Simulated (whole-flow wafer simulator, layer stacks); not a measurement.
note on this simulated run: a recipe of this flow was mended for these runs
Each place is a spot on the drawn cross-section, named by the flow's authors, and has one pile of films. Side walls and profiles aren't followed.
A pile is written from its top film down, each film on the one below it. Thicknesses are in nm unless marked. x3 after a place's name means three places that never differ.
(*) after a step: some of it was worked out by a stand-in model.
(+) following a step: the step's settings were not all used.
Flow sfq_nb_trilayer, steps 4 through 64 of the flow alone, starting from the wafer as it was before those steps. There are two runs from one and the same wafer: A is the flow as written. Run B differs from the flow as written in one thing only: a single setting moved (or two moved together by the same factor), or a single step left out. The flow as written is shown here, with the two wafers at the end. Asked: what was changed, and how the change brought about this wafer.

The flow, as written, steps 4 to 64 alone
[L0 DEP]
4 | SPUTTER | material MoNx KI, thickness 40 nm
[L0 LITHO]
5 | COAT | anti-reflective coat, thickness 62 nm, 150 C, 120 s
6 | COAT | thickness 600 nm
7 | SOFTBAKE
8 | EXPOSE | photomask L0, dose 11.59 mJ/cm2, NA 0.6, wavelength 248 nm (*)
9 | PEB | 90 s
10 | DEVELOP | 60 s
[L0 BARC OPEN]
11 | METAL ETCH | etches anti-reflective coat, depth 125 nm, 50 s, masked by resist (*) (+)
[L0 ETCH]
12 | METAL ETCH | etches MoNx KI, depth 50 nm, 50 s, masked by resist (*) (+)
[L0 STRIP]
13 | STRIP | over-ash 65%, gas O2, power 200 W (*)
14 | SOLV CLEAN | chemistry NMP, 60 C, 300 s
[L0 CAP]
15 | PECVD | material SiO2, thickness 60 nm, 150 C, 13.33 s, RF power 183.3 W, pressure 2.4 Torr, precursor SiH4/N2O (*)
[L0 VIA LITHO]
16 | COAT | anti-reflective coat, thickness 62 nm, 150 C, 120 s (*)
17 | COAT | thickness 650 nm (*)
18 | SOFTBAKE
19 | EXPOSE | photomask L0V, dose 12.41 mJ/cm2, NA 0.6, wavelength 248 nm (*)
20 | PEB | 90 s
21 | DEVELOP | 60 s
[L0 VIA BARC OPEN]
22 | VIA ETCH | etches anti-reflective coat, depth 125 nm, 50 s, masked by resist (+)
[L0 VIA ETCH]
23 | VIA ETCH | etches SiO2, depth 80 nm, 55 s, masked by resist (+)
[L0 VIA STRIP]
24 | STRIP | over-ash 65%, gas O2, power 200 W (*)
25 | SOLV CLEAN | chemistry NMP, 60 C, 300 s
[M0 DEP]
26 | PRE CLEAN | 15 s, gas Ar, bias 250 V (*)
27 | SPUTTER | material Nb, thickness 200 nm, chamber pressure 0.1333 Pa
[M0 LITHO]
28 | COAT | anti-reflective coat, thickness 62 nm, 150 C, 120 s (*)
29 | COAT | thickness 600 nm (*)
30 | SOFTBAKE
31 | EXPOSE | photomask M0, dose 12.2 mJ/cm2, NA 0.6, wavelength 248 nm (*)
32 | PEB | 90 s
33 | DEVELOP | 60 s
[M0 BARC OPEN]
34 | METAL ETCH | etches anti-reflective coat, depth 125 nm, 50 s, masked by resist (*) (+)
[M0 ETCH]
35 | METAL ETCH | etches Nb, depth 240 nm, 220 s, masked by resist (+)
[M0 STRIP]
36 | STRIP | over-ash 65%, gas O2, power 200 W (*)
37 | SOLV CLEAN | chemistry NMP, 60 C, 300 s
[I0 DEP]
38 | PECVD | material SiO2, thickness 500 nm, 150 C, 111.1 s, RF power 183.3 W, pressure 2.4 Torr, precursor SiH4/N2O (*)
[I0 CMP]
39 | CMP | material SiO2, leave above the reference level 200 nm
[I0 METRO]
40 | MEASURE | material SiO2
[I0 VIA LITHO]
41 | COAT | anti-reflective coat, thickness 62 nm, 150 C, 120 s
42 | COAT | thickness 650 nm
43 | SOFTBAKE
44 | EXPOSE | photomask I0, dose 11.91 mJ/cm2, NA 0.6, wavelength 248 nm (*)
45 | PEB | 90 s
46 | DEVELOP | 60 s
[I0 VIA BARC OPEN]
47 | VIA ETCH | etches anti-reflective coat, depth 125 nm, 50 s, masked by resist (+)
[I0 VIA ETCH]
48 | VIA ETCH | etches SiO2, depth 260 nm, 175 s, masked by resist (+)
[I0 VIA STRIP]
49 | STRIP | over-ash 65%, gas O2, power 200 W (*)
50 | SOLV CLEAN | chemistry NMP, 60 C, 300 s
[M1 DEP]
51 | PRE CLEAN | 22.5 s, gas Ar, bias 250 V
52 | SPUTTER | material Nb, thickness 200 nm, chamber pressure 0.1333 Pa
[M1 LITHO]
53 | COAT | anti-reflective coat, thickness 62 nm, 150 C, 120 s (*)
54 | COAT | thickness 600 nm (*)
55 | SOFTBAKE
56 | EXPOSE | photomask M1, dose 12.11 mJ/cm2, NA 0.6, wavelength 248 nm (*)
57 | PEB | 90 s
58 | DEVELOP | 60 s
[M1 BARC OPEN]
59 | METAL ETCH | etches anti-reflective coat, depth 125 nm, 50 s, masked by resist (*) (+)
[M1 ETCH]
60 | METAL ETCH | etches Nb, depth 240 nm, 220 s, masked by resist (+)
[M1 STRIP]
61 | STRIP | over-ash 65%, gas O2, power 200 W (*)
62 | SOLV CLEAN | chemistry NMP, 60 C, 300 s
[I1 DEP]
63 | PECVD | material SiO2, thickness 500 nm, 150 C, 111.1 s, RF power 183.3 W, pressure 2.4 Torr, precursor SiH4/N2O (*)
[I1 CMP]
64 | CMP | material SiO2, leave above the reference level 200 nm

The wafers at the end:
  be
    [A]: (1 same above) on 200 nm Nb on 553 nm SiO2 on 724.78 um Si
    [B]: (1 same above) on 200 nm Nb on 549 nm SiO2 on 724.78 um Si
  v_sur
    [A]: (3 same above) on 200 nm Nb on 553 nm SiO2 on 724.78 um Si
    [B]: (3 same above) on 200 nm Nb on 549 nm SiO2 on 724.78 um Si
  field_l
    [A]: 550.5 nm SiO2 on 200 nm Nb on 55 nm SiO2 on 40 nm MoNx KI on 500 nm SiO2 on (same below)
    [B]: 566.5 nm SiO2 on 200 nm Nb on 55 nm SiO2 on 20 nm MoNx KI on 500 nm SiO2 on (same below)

The reason: step 4, SPUTTER: thickness 20 nm was run, though the flow has thickness 40 nm.
The wafer lets one read it off: field_l has MoNx KI 20, and step 4 as written asks for 40 nm.

Step by step, how the change led to this:
  4 | SPUTTER | material MoNx KI, thickness 40 nm
      field_l, v_sur, via_wl and 103 more: A +40 MoNx KI (new film) | B +20 MoNx KI (new film)
  12 | METAL ETCH | etches MoNx KI, depth 50 nm, 50 s, masked by resist (*) (+)
      v_sur, via_wl, via_w and 97 more: A -40 MoNx KI (all of it), -2 SiO2 | B -20 MoNx KI (all of it), -6 SiO2
  16 | COAT | anti-reflective coat, thickness 62 nm, 150 C, 120 s (*)
      l0r_line_l, l0r_line_c, l0r_line_r: A +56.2 anti-reflective coat (new film) | B +58.2 anti-reflective coat (new film)
      field_l: A +50 anti-reflective coat (new film) | B +54.3 anti-reflective coat (new film)
      (also at 7 further places)
  22 | VIA ETCH | etches anti-reflective coat, depth 125 nm, 50 s, masked by resist (+)
      l0v: A -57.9 anti-reflective coat (all of it), -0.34 SiO2 | B -59.2 anti-reflective coat (all of it), -0.33 SiO2
  24 | STRIP | over-ash 65%, gas O2, power 200 W (*)
      l0r_line_l, l0r_line_c, l0r_line_r: A -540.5 KrF-resist-other-grade (all of it), -56.2 anti-reflective coat (all of it) | B -541.1 KrF-resist-other-grade (all of it), -58.2 anti-reflective coat (all of it)
      field_l: A -534.7 KrF-resist-other-grade (all of it), -50 anti-reflective coat (all of it) | B -537.6 KrF-resist-other-grade (all of it), -54.3 anti-reflective coat (all of it)
      (also at 6 further places)
  28 | COAT | anti-reflective coat, thickness 62 nm, 150 C, 120 s (*)
      l0r_line_c, l0r_line_r: A +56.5 anti-reflective coat (new film) | B +58.3 anti-reflective coat (new film)
      field_l: A +50.5 anti-reflective coat (new film) | B +54.6 anti-reflective coat (new film)
      (also at 7 further places)
  36 | STRIP | over-ash 65%, gas O2, power 200 W (*)
      l0r_line_c, l0r_line_r: A -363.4 KrF-resist-other-grade (all of it), -56.5 anti-reflective coat (all of it) | B -363.9 KrF-resist-other-grade (all of it), -58.3 anti-reflective coat (all of it)
      field_l: A -357.4 KrF-resist-other-grade (all of it), -50.5 anti-reflective coat (all of it) | B -360.2 KrF-resist-other-grade (all of it), -54.6 anti-reflective coat (all of it)
      (also at 7 further places)
  39 | CMP | material SiO2, leave above the reference level 200 nm
      field_l, l0_sur, l0r_line_l, l0r_line_c, l0r_line_r: A -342 SiO2 | B -326 SiO2
      l0v: A -277.4 SiO2 | B -261.4 SiO2
